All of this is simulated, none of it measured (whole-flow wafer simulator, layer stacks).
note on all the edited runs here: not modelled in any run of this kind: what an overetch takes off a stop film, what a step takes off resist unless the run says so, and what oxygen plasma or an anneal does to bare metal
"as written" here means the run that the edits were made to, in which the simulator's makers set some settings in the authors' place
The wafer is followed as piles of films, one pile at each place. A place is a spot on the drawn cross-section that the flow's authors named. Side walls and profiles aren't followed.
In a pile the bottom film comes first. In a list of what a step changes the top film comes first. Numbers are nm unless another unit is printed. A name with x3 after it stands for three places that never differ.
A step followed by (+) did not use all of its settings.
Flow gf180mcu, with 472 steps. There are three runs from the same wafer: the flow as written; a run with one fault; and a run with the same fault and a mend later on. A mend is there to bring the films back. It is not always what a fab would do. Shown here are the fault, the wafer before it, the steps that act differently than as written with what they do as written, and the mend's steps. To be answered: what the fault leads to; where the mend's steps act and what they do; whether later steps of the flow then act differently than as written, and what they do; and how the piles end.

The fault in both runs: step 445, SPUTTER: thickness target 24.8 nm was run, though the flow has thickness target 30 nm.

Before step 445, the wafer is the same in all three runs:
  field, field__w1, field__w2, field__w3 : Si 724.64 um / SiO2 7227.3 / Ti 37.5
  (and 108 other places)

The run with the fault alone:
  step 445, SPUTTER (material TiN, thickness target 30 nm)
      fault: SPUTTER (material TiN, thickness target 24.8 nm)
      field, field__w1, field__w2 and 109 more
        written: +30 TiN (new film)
        fault: +24.8 TiN (new film)
  Steps further on in the flow that do not act as written (5 other steps are not shown; they differ only slightly, by no more than 2% or 0.5 nm, whichever is larger):
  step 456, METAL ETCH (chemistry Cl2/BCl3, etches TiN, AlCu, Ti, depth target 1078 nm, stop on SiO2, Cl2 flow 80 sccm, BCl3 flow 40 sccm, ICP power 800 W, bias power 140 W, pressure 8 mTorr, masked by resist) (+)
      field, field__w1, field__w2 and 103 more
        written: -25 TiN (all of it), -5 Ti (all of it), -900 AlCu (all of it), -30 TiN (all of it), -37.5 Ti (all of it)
        fault: -25 TiN (all of it), -5 Ti (all of it), -900 AlCu (all of it), -24.8 TiN (all of it), -37.5 Ti (all of it)
  By the end, the piles at field__w8, contact, m1, m1__w1, pad, m1_nw depart from the flow's by more than 2% or 0.5 nm, whichever is larger.
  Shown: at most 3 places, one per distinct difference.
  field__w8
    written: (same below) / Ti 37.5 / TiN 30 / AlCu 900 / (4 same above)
    fault: (same below) / Ti 37.5 / TiN 24.8 / AlCu 900 / (4 same above)
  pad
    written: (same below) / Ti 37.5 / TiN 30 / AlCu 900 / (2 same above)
    fault: (same below) / Ti 37.5 / TiN 24.8 / AlCu 900 / (2 same above)

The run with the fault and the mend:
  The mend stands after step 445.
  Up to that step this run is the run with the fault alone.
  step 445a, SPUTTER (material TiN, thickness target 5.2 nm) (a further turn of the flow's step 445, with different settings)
      field, field__w1, field__w2 and 109 more
        +5.2 TiN
  Later steps of the flow that are run all act as written at every place that is followed.
  By the end, the piles equal the flow's at every place that both follow.
